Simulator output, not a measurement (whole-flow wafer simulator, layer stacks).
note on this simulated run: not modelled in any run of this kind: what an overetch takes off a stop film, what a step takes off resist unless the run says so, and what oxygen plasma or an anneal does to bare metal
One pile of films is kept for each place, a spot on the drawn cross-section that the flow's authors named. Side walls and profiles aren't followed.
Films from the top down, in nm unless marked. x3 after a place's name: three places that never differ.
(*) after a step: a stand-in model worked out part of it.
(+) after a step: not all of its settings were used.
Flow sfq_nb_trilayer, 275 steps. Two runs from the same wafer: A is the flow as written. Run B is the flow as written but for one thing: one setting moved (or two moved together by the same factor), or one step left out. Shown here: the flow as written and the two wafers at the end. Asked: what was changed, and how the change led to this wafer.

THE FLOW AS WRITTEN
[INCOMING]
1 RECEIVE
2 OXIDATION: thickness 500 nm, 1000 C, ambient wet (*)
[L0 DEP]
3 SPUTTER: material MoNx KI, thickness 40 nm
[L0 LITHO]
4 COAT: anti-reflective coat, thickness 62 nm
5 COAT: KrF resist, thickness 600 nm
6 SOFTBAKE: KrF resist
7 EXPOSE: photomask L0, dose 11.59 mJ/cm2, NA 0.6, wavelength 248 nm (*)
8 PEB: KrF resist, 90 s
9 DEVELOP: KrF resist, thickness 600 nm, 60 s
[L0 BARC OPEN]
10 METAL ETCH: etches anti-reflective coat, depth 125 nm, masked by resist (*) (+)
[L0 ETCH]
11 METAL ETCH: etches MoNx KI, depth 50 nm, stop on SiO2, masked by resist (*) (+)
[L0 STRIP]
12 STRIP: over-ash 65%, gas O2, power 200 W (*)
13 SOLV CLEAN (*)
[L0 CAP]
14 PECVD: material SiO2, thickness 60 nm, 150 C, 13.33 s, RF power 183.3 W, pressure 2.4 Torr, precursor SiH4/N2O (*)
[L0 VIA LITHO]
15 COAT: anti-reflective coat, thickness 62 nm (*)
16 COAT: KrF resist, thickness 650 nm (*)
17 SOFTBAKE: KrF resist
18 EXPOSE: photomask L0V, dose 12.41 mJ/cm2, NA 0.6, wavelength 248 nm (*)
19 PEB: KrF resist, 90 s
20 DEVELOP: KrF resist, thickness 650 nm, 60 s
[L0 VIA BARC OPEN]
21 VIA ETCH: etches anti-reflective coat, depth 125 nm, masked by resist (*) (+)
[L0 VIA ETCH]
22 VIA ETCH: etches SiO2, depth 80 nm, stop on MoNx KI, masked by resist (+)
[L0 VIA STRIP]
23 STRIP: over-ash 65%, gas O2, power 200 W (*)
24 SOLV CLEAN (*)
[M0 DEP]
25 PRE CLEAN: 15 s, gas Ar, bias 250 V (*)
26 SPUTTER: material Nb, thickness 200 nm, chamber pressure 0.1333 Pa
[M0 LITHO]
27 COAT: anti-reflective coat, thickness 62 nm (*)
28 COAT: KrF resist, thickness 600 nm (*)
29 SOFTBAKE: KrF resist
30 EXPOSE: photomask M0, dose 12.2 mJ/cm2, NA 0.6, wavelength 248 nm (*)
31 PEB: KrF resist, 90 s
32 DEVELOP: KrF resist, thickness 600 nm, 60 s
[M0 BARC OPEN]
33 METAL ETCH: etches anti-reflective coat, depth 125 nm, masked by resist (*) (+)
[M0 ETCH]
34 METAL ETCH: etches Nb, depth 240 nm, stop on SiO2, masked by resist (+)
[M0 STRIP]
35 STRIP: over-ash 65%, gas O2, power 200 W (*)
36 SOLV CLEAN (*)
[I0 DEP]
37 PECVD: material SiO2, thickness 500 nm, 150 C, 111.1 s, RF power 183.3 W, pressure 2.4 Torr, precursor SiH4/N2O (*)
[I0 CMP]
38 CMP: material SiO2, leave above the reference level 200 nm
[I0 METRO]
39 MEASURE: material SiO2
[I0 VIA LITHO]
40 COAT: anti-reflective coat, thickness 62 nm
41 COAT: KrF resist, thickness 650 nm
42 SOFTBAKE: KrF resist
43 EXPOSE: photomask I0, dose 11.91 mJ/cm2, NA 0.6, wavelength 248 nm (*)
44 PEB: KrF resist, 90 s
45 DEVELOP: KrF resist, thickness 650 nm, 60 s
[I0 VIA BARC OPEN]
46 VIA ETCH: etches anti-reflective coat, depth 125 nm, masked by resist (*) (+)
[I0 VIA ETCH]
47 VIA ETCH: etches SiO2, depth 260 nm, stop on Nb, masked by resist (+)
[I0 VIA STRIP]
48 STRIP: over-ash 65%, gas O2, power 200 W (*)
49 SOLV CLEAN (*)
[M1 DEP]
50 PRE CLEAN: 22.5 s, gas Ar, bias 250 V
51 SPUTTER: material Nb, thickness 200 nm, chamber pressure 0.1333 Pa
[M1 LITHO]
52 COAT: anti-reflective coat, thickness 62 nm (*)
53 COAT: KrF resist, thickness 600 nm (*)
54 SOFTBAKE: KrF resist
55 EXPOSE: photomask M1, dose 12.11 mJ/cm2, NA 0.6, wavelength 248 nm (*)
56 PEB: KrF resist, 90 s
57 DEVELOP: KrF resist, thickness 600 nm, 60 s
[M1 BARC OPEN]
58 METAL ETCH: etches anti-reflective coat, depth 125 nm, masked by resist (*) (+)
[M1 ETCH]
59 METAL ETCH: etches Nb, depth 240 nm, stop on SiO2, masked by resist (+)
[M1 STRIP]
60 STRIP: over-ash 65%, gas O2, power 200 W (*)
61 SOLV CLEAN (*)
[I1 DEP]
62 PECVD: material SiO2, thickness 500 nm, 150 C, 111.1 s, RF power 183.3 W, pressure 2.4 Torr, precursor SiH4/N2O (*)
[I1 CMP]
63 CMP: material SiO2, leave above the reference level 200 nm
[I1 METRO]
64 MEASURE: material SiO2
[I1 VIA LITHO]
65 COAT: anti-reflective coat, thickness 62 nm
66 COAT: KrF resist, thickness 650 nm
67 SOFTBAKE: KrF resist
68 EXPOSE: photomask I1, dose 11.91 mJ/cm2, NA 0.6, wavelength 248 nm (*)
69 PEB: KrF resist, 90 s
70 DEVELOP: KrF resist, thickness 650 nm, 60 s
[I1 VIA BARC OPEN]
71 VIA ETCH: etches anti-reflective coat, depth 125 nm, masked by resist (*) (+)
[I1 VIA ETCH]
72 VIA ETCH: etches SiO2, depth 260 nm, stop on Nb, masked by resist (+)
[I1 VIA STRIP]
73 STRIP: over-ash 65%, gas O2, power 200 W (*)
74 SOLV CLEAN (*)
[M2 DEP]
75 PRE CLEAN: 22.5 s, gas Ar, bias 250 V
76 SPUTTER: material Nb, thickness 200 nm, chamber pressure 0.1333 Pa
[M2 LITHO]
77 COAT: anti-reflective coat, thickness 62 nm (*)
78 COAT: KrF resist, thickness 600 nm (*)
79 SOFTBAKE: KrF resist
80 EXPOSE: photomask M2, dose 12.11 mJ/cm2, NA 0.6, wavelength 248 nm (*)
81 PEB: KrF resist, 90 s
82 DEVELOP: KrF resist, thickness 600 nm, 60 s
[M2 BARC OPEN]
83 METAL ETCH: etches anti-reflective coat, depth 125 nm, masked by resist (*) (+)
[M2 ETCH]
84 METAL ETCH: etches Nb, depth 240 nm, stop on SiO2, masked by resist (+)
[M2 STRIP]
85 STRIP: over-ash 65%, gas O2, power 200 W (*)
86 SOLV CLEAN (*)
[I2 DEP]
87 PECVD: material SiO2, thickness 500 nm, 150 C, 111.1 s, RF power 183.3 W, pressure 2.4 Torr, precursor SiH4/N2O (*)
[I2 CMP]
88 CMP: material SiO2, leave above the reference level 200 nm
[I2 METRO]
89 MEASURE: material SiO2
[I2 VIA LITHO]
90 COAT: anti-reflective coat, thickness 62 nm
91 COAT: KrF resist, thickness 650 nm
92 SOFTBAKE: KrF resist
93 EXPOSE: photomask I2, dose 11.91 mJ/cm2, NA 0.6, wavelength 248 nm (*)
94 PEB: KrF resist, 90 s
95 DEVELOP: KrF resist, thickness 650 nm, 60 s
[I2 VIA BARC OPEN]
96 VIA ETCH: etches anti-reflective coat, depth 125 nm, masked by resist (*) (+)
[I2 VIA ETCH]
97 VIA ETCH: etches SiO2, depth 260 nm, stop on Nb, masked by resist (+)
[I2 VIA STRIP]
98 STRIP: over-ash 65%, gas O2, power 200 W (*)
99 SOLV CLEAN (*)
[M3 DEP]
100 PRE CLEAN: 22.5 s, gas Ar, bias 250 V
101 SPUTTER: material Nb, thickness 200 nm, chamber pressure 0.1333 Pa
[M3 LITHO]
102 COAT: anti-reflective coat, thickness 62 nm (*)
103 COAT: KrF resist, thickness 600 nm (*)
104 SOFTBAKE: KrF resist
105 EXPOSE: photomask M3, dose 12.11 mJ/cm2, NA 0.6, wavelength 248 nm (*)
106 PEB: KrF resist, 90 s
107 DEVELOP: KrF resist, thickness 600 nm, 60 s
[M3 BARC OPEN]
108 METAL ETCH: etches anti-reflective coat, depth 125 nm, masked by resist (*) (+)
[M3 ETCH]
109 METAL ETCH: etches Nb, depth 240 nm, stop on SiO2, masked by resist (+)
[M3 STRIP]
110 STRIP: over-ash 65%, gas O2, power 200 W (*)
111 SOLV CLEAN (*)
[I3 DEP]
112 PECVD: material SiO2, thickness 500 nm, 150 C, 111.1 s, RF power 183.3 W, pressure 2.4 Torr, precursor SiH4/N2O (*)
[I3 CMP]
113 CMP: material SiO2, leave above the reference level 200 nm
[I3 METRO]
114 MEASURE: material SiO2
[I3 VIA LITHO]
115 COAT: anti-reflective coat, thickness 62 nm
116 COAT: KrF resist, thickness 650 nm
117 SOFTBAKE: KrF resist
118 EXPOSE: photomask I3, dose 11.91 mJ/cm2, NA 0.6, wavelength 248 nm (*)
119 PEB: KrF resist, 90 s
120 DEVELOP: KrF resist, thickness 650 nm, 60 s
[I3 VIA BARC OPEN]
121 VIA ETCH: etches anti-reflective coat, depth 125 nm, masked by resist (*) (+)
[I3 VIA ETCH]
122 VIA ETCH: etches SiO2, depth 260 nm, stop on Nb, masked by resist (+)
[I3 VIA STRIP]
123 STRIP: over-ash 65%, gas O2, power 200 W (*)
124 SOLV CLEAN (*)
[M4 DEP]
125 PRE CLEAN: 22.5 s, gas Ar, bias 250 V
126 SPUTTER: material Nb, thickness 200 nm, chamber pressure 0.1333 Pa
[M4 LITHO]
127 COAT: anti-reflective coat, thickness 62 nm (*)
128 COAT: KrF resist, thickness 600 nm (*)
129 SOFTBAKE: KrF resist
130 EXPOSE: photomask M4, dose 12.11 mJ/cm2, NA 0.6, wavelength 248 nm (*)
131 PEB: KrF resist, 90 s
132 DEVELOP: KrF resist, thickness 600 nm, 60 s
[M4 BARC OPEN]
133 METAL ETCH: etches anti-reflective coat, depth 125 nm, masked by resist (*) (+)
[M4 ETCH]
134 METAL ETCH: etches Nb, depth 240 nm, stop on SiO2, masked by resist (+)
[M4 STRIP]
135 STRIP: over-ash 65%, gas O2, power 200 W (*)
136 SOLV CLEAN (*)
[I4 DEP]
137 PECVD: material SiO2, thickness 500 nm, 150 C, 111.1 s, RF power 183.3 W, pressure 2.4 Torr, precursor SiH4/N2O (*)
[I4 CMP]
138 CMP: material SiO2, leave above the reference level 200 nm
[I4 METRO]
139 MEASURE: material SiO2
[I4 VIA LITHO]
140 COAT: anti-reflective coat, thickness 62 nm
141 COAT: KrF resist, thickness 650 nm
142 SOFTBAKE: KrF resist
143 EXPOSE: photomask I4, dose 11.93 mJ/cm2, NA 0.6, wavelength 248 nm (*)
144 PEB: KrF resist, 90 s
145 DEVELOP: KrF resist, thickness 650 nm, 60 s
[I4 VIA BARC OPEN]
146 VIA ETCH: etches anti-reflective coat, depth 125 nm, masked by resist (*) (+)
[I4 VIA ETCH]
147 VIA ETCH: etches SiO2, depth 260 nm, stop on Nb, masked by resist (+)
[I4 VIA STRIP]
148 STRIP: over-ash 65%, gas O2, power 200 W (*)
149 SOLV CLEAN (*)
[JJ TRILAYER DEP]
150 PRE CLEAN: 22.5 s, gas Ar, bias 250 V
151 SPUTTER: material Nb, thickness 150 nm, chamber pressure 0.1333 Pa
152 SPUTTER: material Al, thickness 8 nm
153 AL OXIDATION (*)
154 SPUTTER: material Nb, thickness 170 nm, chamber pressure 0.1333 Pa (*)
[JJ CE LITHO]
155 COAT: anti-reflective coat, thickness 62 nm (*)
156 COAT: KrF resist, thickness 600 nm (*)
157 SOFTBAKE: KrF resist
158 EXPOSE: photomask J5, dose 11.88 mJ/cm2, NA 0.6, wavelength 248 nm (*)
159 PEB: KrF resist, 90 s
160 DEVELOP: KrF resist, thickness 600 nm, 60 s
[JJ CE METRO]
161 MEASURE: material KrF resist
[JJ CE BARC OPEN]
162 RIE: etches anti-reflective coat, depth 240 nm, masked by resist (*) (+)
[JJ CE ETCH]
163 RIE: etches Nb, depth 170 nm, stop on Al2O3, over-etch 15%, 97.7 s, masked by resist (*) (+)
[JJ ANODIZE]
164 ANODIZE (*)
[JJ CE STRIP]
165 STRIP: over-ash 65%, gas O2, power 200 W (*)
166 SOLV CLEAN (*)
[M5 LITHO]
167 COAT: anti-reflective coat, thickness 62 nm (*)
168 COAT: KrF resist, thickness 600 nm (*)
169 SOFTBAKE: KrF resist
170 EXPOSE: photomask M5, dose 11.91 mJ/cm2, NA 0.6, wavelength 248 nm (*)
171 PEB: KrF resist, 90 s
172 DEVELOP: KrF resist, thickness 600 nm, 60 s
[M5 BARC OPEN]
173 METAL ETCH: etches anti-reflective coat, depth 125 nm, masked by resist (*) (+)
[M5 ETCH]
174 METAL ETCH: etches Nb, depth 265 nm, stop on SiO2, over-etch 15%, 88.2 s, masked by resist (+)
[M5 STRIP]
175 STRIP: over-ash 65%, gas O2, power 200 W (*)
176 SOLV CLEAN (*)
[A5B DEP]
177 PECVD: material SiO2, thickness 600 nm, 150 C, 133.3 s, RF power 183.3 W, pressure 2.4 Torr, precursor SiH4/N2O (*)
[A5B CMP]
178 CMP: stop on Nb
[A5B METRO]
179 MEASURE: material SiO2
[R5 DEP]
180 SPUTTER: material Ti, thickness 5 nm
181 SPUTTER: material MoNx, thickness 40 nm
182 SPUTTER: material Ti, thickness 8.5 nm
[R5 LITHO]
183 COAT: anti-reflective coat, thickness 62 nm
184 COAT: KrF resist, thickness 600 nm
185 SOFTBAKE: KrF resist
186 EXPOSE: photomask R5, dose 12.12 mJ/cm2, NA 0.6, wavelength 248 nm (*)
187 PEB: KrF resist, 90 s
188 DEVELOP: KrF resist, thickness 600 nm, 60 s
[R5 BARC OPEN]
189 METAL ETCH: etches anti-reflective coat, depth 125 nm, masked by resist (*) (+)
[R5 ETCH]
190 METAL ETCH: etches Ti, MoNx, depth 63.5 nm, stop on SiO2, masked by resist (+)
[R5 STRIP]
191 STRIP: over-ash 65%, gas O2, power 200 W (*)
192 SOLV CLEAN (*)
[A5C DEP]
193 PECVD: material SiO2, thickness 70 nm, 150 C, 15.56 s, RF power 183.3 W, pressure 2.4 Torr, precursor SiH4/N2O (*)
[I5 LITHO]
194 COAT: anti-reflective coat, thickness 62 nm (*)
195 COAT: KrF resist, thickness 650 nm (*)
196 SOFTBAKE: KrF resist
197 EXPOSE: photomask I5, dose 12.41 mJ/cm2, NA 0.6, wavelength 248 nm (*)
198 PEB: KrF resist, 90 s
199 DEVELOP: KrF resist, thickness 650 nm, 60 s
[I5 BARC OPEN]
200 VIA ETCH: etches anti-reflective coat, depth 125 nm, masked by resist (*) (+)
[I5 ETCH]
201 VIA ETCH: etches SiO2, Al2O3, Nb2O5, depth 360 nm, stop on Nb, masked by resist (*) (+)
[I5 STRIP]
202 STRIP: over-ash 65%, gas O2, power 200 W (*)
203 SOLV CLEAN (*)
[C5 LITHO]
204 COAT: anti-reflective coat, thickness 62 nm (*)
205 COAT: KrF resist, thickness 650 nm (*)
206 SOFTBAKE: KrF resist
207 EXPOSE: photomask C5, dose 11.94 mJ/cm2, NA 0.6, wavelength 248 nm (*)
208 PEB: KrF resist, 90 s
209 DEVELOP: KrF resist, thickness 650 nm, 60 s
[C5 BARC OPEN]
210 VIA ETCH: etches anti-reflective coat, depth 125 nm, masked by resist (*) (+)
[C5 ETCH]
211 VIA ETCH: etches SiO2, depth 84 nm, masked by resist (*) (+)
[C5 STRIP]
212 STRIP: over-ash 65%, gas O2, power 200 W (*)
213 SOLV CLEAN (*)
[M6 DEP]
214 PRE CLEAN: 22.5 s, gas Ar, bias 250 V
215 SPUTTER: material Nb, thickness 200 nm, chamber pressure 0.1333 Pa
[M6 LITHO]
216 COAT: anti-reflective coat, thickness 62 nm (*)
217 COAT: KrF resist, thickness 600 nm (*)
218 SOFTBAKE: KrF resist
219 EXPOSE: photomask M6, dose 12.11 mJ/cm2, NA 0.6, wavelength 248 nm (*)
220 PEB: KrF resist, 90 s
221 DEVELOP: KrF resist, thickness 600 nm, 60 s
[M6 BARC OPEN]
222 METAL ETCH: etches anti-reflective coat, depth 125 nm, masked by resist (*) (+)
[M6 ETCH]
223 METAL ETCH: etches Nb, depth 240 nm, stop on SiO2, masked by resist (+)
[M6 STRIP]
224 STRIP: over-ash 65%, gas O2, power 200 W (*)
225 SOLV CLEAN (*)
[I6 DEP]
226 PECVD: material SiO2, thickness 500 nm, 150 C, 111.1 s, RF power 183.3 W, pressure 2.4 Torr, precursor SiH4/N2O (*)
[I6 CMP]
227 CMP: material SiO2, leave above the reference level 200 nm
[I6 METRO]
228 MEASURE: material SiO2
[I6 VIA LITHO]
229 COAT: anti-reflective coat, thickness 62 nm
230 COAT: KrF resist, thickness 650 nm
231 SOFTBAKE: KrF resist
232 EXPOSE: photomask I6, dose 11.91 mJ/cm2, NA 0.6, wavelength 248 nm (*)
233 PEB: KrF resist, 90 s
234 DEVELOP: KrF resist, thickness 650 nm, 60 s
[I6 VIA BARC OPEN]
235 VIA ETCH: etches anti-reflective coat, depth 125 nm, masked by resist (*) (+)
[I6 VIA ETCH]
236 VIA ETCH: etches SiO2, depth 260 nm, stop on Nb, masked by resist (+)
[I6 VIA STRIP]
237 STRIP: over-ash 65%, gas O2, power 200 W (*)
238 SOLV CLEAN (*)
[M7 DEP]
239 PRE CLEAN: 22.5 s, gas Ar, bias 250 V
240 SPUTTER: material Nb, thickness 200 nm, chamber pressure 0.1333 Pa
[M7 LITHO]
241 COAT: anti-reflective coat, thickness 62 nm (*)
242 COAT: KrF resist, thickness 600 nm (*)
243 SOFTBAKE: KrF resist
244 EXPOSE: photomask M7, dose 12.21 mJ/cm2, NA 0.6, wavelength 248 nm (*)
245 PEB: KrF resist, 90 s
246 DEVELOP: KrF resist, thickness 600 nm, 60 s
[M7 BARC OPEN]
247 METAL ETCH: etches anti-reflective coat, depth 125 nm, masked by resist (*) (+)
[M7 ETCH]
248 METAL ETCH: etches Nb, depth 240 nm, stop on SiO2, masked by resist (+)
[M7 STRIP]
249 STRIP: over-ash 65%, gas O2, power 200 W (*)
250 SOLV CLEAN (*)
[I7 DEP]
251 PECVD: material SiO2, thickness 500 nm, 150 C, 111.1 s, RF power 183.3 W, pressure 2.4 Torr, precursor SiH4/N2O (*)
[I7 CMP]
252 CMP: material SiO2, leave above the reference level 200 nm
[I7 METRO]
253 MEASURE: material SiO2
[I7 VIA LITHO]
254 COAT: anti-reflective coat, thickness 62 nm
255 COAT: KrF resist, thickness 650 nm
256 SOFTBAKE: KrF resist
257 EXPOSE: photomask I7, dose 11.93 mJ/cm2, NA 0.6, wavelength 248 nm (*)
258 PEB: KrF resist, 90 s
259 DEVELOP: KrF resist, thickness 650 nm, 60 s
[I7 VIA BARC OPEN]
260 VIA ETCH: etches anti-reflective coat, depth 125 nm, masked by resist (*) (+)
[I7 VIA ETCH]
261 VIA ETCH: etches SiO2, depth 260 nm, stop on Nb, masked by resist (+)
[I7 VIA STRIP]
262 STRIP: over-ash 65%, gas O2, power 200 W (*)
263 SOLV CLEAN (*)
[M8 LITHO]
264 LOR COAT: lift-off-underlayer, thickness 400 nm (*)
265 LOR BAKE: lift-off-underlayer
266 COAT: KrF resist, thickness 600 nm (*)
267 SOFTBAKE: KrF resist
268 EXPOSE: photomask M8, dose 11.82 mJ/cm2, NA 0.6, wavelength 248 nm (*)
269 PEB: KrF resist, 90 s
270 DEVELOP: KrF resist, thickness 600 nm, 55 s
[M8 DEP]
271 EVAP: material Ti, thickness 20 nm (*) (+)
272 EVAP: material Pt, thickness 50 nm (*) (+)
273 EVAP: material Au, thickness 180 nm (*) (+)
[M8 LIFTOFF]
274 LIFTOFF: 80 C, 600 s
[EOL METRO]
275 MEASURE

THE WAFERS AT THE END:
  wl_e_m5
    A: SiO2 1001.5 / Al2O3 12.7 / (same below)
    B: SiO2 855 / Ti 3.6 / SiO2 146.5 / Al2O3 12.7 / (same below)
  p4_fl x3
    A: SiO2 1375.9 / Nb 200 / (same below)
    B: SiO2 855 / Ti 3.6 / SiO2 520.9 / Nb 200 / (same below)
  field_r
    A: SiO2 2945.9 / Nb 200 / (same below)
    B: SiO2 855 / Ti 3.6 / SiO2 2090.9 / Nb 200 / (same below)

The cause: step 181, SPUTTER: thickness 53.6 nm was run, where the flow has thickness 40 nm.

How the change led to this, step by step:
  181 SPUTTER: material MoNx, thickness 40 nm
      field_l, v_sur, via_wl and 103 more: A MoNx +40 (new film) | B MoNx +53.6 (new film)
  190 METAL ETCH: etches Ti, MoNx, depth 63.5 nm, stop on SiO2, masked by resist (+)
      field_l, v_sur, via_wl and 92 more: A Ti -8.5 (all of it), MoNx -40 (all of it), Ti -5 (all of it) | B Ti -8.5 (all of it), MoNx -53.6 (all of it), Ti -1.4
      ce_l, c5j, ce_r, wl_jj: A Ti -8.5 (all of it), MoNx -40 (all of it), Ti -5 (all of it), Nb -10 | B Ti -8.5 (all of it), MoNx -53.6 (all of it), Ti -1.4
  193 PECVD: material SiO2, thickness 70 nm, 150 C, 15.56 s, RF power 183.3 W, pressure 2.4 Torr, precursor SiH4/N2O (*)
      field_l, v_sur, via_wl and 92 more: A SiO2 +70 | B SiO2 +70 (new film)
  194 COAT: anti-reflective coat, thickness 62 nm (*)
      wl_j_sl, wl_j_sr: A anti-reflective coat +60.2 (new film) | B anti-reflective coat +62 (new film)
      r5r_spacepad_l, r5r_spacepad_r: A anti-reflective coat +84.4 (new film) | B anti-reflective coat +88.7 (new film)
      (and at 12 more places)
  201 VIA ETCH: etches SiO2, Al2O3, Nb2O5, depth 360 nm, stop on Nb, masked by resist (*) (+)
      be: A SiO2 -216.4 (all of it), Al2O3 -12.7 (all of it), Nb2O5 -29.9 (all of it) | B SiO2 -69.8 (all of it), Ti -3.6 (all of it), SiO2 -146.5 (all of it), Al2O3 -12.7 (all of it), Nb2O5 -29.9 (all of it)
  202 STRIP: over-ash 65%, gas O2, power 200 W (*)
      wl_j_sl, wl_j_sr: A KrF resist -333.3 (all of it), anti-reflective coat -60.2 (all of it) | B KrF resist -333 (all of it), anti-reflective coat -62 (all of it)
      r5r_spacepad_l, r5r_spacepad_r: A KrF resist -335.6 (all of it), anti-reflective coat -84.4 (all of it) | B KrF resist -336 (all of it), anti-reflective coat -88.7 (all of it)
      (and at 12 more places)
  204 COAT: anti-reflective coat, thickness 62 nm (*)
      wl_j_sl, wl_j_sr: A anti-reflective coat +60.2 (new film) | B anti-reflective coat +62 (new film)
      r5r_spacepad_l, r5r_spacepad_r: A anti-reflective coat +84.4 (new film) | B anti-reflective coat +88.7 (new film)
      (and at 12 more places)
  210 VIA ETCH: etches anti-reflective coat, depth 125 nm, masked by resist (*) (+)
      c5j: A anti-reflective coat -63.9 (all of it), SiO2 -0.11 | B anti-reflective coat -61.2 (all of it), SiO2 -0.11
  211 VIA ETCH: etches SiO2, depth 84 nm, masked by resist (*) (+)
      c5j: A SiO2 -69.9 (all of it), Nb -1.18 | B SiO2 -69.9 (all of it)
  212 STRIP: over-ash 65%, gas O2, power 200 W (*)
      wl_j_sl, wl_j_sr: A KrF resist -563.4 (all of it), anti-reflective coat -60.2 (all of it) | B KrF resist -564 (all of it), anti-reflective coat -62 (all of it)
      r5r_spacepad_l, r5r_spacepad_r: A KrF resist -565.8 (all of it), anti-reflective coat -84.4 (all of it) | B KrF resist -566.9 (all of it), anti-reflective coat -88.7 (all of it)
      (and at 11 more places)
  214 PRE CLEAN: 22.5 s, gas Ar, bias 250 V
      c5j: A Nb -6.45 | B Ti -3.6 (all of it), Nb -1.1
  216 COAT: anti-reflective coat, thickness 62 nm (*)
      r5r_line_l, r5r_line_c, r5r_line_r: A anti-reflective coat +50 (new film) | B anti-reflective coat +48.6 (new film)
      wl_j_sl, wl_j_sr: A anti-reflective coat +60.2 (new film) | B anti-reflective coat +62 (new film)
      (and at 12 more places)
  222 METAL ETCH: etches anti-reflective coat, depth 125 nm, masked by resist (*) (+)
      r5r_line_l, r5r_line_c, r5r_line_r: A anti-reflective coat -50 (all of it) | B anti-reflective coat -48.6 (all of it)
      r5r_spacepad_l, r5r_spacepad_r: A anti-reflective coat -85.7 (all of it) | B anti-reflective coat -90.7 (all of it)
      (and at 1 more place)
  224 STRIP: over-ash 65%, gas O2, power 200 W (*)
      wl_j_sl, wl_j_sr: A KrF resist -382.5 (all of it), anti-reflective coat -60.2 (all of it) | B KrF resist -382.4 (all of it), anti-reflective coat -62 (all of it)
      jj_sur: A KrF resist -378.5 (all of it), anti-reflective coat -56.1 (all of it) | B KrF resist -378.8 (all of it), anti-reflective coat -58.6 (all of it)
      (and at 8 more places)
  227 CMP: material SiO2, leave above the reference level 200 nm
      r5r_line_l, r5r_spacepad_l, r5r_spacepad_r, r5r_line_c, r5r_line_r: A SiO2 -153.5 | B SiO2 -163.5
      ce_l, ce_r, wl_jj: A SiO2 -290 | B SiO2 -300
      (and at 5 more places)
Counting metal films that touch as one body, wl_e_m5 has 7 bodies (between them, from the top down: SiO2 146.5 / Al2O3 12.7 / Nb2O5 29.9; SiO2 192.5; SiO2 192.5; SiO2 192.5; SiO2 192.5; SiO2 192.5); the flow as written gives 6 bodies (between them, from the top down: SiO2 192.5; SiO2 192.5; SiO2 192.5; SiO2 192.5; SiO2 192.5).
Counting metal films that touch as one body, p4_fl x3 has 3 bodies (between them, from the top down: SiO2 520.9; SiO2 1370); the flow as written gives 2 bodies (between them, from the top down: SiO2 1370).
Counting metal films that touch as one body, field_r has 2 bodies (between them, from the top down: SiO2 2090.9); the flow as written gives 1 body.
